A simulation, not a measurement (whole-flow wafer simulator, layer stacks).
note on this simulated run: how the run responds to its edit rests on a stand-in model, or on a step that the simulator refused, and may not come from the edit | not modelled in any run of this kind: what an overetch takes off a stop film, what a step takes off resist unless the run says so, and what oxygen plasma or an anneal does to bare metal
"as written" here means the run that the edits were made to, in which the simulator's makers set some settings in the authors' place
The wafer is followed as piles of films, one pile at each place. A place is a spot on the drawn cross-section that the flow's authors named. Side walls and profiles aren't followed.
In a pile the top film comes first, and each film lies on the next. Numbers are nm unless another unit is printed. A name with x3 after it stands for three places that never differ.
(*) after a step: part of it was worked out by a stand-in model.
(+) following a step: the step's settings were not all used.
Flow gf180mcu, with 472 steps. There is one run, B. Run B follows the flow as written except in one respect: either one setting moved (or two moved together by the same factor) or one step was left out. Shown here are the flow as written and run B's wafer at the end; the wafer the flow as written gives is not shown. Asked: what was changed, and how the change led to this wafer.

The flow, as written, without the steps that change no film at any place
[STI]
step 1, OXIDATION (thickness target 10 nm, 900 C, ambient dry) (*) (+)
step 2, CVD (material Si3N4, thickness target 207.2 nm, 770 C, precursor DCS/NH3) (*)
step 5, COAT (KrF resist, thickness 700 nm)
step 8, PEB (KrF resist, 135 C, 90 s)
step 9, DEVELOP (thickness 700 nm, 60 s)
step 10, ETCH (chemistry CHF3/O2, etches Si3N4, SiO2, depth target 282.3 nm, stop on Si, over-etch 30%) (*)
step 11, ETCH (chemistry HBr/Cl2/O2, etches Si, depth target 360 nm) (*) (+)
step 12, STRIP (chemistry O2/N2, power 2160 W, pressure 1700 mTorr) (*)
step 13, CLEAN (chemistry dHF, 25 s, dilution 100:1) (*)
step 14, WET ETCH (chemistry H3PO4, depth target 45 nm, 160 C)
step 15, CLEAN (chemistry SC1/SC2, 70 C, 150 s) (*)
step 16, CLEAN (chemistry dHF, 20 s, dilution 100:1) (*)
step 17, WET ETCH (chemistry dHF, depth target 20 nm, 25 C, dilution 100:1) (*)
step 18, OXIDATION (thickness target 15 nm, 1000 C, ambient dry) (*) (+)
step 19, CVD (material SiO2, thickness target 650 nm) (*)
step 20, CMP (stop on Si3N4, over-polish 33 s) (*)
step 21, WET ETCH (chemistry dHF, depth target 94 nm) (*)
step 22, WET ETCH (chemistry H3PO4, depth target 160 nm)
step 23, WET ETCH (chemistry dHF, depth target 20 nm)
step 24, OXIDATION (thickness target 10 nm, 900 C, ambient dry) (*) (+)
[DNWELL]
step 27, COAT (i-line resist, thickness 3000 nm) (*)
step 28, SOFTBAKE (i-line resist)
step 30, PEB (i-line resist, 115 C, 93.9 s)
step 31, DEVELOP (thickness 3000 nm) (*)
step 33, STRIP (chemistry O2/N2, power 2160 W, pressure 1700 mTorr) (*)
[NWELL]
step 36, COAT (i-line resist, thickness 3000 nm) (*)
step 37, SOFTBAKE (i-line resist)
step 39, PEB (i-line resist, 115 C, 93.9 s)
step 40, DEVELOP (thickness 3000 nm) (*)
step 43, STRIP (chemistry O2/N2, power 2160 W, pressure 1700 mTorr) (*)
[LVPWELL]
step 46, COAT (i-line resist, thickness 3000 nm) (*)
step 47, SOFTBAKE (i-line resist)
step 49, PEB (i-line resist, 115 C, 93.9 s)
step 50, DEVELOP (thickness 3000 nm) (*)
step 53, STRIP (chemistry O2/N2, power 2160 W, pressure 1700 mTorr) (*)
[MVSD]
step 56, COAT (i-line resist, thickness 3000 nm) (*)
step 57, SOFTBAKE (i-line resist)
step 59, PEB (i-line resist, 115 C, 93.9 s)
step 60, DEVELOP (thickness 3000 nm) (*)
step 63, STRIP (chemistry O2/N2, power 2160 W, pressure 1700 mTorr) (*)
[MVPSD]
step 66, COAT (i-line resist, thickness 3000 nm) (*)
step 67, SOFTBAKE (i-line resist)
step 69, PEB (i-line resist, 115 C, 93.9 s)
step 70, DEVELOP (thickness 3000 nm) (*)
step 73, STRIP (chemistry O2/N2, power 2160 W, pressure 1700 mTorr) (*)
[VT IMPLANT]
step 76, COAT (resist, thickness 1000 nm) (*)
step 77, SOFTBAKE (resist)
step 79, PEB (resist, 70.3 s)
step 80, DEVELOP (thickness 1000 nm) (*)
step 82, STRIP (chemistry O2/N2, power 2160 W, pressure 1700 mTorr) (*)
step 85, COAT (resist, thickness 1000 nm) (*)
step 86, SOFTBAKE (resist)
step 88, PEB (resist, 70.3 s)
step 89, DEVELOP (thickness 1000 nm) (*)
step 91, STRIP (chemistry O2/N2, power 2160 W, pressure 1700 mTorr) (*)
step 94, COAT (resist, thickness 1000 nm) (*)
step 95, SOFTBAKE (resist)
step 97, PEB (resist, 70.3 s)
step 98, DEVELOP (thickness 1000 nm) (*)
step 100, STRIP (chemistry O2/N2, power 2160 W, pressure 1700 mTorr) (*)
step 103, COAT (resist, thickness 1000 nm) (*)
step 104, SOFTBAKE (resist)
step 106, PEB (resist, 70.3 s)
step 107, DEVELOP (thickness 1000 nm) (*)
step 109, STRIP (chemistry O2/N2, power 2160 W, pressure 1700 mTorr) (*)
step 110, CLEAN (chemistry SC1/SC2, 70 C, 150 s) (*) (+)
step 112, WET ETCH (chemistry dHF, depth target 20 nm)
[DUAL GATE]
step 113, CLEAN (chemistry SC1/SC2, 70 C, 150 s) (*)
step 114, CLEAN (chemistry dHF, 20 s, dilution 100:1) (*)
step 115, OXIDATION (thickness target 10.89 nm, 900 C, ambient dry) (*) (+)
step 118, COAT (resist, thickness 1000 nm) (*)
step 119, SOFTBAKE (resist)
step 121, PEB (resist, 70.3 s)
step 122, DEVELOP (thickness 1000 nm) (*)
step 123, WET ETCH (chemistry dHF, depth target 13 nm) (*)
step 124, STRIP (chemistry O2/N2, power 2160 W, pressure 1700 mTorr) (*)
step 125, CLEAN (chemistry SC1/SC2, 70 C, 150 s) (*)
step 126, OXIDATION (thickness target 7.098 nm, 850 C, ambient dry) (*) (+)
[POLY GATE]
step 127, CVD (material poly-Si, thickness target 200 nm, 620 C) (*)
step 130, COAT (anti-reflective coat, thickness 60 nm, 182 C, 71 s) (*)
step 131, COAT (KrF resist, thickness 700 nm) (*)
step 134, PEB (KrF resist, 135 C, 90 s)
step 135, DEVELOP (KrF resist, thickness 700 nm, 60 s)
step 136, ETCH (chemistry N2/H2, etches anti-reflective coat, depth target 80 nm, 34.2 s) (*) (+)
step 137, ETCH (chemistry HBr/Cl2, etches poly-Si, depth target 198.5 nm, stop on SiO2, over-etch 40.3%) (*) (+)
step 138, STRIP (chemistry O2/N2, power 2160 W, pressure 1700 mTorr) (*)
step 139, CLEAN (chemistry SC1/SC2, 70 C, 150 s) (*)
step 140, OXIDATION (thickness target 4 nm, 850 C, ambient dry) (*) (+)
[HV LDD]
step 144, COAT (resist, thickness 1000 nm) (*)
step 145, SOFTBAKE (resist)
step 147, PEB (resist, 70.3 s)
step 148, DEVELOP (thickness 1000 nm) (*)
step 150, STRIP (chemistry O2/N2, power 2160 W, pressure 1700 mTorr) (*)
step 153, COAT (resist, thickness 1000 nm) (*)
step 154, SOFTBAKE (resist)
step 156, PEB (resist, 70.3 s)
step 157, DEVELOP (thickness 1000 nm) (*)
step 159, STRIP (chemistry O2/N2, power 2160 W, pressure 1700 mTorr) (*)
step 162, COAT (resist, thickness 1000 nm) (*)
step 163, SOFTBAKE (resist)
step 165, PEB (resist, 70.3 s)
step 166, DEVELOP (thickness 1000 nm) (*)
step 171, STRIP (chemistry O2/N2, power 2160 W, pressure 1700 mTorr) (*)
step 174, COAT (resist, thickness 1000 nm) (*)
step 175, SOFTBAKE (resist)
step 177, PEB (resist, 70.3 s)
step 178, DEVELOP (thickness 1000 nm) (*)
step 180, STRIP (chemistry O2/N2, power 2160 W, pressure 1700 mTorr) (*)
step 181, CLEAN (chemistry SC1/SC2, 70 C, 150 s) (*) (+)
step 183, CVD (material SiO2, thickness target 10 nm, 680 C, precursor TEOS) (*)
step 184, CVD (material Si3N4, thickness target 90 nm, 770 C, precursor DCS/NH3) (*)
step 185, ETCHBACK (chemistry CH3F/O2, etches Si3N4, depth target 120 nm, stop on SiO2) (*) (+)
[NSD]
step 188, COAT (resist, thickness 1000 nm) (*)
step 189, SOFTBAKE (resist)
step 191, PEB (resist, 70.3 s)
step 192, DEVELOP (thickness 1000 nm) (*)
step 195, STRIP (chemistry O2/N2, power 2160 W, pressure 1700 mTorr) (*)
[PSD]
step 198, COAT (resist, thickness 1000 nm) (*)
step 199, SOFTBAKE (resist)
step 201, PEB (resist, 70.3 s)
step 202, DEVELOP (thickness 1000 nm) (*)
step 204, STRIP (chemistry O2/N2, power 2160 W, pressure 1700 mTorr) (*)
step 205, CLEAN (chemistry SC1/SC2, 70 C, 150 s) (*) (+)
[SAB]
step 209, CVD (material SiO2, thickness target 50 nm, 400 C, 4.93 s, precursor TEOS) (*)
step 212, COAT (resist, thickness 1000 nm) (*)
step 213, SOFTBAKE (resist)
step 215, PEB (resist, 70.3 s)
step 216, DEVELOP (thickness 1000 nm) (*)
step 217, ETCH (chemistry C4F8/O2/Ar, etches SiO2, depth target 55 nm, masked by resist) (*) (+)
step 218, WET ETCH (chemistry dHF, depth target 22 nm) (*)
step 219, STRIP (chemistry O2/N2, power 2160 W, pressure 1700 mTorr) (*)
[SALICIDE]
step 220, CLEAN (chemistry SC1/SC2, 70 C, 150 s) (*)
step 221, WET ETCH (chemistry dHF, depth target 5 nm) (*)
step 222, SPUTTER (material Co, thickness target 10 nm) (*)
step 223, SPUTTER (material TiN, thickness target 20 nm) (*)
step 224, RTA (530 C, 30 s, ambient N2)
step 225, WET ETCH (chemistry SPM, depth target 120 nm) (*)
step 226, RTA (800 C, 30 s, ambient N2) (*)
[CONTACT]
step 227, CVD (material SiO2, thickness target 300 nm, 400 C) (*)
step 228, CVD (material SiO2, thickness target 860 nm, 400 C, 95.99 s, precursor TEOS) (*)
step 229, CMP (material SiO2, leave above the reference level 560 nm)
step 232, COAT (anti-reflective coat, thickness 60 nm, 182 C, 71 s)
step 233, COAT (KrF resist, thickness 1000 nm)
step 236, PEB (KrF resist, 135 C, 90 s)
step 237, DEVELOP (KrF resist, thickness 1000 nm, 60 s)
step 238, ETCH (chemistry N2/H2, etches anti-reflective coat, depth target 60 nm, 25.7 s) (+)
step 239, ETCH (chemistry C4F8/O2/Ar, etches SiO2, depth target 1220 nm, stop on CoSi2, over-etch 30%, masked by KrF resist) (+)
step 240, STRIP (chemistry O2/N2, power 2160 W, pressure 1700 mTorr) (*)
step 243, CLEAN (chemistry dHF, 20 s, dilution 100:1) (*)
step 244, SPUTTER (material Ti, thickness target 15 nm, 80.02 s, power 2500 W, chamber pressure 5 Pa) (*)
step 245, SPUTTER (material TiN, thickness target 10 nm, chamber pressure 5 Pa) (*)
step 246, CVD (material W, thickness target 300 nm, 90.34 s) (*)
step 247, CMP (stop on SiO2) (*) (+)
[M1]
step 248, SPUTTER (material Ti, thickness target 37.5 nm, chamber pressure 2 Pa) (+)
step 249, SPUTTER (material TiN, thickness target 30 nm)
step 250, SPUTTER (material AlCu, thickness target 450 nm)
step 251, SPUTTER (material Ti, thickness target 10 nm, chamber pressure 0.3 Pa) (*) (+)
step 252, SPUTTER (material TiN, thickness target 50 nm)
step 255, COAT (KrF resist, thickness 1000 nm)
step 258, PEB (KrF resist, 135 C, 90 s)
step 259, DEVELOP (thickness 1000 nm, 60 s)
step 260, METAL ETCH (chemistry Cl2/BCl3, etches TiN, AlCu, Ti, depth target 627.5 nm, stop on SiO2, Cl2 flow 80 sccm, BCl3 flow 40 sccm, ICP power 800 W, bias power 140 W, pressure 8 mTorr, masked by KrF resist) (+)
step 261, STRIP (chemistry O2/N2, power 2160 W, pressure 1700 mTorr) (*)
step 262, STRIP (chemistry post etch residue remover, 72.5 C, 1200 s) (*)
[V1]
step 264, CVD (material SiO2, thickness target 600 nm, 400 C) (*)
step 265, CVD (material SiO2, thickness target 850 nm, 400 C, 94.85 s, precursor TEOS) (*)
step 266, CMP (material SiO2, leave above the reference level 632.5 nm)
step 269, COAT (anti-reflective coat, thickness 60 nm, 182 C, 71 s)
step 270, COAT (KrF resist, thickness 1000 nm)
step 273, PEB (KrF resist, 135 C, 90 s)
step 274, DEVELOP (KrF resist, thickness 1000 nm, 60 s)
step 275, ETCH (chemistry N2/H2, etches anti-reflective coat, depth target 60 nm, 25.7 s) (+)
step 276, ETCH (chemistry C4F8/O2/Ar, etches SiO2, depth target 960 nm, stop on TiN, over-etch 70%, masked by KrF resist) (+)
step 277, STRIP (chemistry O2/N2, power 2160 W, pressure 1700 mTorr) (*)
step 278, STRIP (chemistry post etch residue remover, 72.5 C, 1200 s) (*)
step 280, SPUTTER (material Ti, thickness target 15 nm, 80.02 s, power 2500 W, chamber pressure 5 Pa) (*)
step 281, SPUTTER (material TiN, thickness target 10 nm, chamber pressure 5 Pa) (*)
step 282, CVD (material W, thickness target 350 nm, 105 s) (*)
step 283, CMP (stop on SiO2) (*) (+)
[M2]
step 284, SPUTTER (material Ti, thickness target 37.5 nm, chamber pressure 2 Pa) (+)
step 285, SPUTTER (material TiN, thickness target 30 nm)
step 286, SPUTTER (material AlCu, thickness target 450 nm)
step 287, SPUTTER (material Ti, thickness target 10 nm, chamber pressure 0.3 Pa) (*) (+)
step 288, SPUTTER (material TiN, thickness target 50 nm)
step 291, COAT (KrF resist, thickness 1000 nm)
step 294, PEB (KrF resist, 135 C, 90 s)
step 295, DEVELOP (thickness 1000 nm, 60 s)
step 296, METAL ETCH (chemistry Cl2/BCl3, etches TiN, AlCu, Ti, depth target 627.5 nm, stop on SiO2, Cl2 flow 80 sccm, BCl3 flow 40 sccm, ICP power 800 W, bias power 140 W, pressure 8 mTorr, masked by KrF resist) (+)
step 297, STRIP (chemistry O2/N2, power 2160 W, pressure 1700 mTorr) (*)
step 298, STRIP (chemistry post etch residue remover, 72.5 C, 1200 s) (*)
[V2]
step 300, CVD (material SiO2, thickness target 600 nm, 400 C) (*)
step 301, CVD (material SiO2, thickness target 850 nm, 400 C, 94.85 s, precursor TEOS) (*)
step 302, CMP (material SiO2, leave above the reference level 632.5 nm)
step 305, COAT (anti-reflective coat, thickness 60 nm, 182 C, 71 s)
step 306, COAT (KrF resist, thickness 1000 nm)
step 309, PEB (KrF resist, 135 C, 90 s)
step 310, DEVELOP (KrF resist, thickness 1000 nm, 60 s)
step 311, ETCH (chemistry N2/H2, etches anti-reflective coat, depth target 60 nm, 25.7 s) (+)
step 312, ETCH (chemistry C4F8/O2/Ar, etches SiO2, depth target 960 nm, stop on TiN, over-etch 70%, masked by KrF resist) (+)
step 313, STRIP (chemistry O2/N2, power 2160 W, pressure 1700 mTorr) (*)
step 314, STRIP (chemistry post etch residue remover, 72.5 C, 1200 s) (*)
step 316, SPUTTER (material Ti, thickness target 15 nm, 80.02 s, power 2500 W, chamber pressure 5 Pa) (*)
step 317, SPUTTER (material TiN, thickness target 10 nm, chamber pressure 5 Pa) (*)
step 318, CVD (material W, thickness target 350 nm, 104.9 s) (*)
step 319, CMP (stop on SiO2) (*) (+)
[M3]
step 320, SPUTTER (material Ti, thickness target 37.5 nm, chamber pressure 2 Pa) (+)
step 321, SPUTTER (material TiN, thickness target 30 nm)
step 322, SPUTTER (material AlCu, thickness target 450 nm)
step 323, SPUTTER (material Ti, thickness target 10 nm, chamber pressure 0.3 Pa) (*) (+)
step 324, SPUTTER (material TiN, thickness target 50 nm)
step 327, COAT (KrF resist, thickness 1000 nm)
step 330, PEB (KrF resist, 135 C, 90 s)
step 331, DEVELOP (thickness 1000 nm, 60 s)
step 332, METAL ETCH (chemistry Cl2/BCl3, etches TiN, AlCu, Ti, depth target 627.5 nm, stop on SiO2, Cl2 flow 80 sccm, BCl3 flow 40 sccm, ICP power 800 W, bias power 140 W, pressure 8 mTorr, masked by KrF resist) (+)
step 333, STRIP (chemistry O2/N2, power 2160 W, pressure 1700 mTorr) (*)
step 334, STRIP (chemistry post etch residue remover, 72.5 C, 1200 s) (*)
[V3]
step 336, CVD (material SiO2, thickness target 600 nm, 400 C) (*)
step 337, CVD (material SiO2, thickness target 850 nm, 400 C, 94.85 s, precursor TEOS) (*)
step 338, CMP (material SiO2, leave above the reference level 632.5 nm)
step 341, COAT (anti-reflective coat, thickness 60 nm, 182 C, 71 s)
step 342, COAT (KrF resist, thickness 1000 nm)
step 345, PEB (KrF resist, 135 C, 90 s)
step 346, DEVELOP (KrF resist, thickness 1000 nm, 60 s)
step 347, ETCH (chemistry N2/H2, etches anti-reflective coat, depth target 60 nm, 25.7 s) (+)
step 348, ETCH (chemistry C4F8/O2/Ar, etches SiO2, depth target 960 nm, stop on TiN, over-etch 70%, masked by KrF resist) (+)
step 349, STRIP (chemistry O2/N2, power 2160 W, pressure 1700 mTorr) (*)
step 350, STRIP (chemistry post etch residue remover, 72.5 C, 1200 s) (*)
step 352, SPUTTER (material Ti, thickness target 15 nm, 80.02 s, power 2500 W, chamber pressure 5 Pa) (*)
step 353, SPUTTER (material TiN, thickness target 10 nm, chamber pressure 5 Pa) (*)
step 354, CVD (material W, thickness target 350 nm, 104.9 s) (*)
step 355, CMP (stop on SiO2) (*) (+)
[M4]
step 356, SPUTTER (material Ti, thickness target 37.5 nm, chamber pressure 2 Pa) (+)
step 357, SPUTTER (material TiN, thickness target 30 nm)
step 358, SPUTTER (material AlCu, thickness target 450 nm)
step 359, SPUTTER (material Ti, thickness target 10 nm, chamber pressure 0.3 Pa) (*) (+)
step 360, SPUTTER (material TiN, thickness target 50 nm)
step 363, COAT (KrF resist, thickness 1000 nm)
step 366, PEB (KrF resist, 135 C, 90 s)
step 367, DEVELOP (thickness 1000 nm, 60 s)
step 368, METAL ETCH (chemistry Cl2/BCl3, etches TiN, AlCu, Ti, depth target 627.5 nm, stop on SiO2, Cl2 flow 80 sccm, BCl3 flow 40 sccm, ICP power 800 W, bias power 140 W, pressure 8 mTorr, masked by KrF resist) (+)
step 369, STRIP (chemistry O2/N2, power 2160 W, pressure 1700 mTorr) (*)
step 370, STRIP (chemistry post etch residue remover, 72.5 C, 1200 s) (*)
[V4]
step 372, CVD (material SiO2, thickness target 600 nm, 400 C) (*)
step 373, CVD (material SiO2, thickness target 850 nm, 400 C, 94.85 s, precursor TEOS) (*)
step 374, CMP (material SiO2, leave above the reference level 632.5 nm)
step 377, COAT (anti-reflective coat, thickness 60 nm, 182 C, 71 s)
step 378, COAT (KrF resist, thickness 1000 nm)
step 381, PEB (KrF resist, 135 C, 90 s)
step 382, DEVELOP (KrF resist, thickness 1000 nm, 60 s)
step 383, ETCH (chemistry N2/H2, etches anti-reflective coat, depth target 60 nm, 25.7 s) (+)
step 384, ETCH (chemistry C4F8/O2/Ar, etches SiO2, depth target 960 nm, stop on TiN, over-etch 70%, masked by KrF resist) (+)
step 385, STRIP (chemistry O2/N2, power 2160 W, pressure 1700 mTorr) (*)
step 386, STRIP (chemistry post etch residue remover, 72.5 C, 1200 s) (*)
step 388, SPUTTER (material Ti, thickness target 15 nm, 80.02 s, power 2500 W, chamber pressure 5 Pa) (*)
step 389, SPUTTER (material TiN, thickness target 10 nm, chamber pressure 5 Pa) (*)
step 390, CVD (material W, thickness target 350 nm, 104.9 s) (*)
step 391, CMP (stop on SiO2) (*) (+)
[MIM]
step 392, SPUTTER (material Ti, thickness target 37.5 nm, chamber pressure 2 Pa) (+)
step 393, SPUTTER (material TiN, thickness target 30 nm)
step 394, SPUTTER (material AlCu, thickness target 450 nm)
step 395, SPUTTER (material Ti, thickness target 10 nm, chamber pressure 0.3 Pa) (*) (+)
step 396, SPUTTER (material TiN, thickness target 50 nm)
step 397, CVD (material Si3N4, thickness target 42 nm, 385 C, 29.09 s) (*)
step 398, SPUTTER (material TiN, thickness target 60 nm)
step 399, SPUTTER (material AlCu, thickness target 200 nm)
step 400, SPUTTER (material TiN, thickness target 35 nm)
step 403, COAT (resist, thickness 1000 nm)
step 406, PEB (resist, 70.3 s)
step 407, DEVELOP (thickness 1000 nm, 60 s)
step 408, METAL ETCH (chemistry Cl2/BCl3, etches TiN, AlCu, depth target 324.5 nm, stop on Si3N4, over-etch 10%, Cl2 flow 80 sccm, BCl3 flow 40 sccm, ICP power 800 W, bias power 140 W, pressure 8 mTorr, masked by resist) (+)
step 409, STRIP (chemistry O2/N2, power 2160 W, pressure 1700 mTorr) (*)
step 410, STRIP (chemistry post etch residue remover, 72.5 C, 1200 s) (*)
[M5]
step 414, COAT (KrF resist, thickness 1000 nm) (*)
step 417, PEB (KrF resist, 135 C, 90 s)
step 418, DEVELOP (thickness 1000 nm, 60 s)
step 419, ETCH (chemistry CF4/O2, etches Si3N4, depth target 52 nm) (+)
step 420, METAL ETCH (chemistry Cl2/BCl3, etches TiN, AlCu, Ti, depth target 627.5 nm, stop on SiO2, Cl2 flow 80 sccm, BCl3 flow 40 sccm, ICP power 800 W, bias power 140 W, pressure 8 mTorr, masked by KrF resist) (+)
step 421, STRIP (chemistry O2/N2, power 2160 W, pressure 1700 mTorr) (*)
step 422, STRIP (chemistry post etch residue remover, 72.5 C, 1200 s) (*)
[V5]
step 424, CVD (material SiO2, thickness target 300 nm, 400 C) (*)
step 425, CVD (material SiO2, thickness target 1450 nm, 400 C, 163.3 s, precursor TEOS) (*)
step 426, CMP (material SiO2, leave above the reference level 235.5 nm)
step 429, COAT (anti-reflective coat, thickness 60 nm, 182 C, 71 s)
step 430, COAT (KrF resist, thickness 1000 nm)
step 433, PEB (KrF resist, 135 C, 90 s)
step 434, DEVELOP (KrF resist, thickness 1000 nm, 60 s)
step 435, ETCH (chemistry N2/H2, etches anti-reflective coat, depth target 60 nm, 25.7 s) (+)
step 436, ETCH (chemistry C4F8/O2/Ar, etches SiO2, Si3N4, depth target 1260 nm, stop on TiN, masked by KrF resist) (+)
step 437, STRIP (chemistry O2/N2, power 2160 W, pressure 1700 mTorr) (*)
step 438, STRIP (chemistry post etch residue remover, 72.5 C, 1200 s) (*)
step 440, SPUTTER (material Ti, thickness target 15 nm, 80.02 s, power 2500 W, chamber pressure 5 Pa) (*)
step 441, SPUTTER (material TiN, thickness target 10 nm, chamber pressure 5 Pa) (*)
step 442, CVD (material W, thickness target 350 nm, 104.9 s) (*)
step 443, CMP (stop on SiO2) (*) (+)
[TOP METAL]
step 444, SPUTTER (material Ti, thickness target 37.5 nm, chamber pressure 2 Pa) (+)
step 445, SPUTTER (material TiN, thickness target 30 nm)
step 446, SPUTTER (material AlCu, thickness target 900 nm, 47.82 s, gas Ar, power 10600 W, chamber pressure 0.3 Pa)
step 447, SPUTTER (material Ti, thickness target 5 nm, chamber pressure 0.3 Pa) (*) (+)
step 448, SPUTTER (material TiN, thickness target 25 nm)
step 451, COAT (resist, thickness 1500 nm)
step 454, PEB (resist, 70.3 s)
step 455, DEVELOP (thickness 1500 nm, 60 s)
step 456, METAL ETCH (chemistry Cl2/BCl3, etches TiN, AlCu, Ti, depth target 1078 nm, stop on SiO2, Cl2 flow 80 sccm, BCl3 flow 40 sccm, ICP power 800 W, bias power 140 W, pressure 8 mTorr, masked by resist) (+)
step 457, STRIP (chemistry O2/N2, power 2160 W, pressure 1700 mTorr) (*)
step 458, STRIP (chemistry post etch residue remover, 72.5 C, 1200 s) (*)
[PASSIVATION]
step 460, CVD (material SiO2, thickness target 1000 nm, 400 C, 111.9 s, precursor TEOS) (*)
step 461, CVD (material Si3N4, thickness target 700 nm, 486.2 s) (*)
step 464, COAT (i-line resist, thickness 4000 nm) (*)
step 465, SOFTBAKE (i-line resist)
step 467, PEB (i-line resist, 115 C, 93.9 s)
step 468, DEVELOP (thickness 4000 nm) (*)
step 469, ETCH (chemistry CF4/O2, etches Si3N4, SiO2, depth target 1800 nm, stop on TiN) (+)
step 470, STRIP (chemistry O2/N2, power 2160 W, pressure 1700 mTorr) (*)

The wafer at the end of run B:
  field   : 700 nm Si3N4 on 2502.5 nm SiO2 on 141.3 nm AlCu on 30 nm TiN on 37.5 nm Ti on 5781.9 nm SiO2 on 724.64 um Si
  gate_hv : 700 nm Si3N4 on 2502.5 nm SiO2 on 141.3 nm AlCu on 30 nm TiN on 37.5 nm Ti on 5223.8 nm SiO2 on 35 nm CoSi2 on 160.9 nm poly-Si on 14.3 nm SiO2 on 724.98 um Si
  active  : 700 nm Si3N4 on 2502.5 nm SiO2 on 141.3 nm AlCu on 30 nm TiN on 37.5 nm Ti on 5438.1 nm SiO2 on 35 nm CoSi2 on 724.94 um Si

What caused this: step 394, SPUTTER: thickness target 716 nm was run, though the flow has thickness target 450 nm.

The path from the change to this, step by step:
  step 394, SPUTTER (material AlCu, thickness target 450 nm)
      field, field__w1, field__w2 and 108 more: +716 AlCu (new film) (as written it would have been: +450 AlCu (new film))
  step 420, METAL ETCH (chemistry Cl2/BCl3, etches TiN, AlCu, Ti, depth target 627.5 nm, stop on SiO2, Cl2 flow 80 sccm, BCl3 flow 40 sccm, ICP power 800 W, bias power 140 W, pressure 8 mTorr, masked by KrF resist) (+)
      field, field__w1, field__w2 and 101 more: -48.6 TiN (all of it), -10 Ti (all of it), -568.9 AlCu (as written it would have been: -48.6 TiN (all of it), -10 Ti (all of it), -450 AlCu (all of it), -30 TiN (all of it), -37.5 Ti (all of it))
  step 422, STRIP (chemistry post etch residue remover, 72.5 C, 1200 s) (*)
      field, field__w1, field__w2 and 101 more: -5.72 AlCu (as written it would have been: nothing)
  step 424, CVD (material SiO2, thickness target 300 nm, 400 C) (*)
      field, field__w1, field__w2 and 101 more: +300 SiO2 (new film) (as written it would have been: +300 SiO2)
  step 426, CMP (material SiO2, leave above the reference level 235.5 nm)
      field, field__w1, field__w5 and 92 more: -243.7 SiO2 (as written it would have been: -300.8 SiO2)
      field__w2, field__w3, field__w12 and 6 more: -212.9 SiO2 (as written it would have been: -272.7 SiO2)
If metal films that touch count as one body, field has 1 body; the flow as written gives 0 bodies.
If metal films that touch count as one body, gate_hv has 2 bodies (between them, from the top down: SiO2 5223.8); the flow as written gives 1 body.
If metal films that touch count as one body, active has 2 bodies (between them, from the top down: SiO2 5438.1); the flow as written gives 1 body.
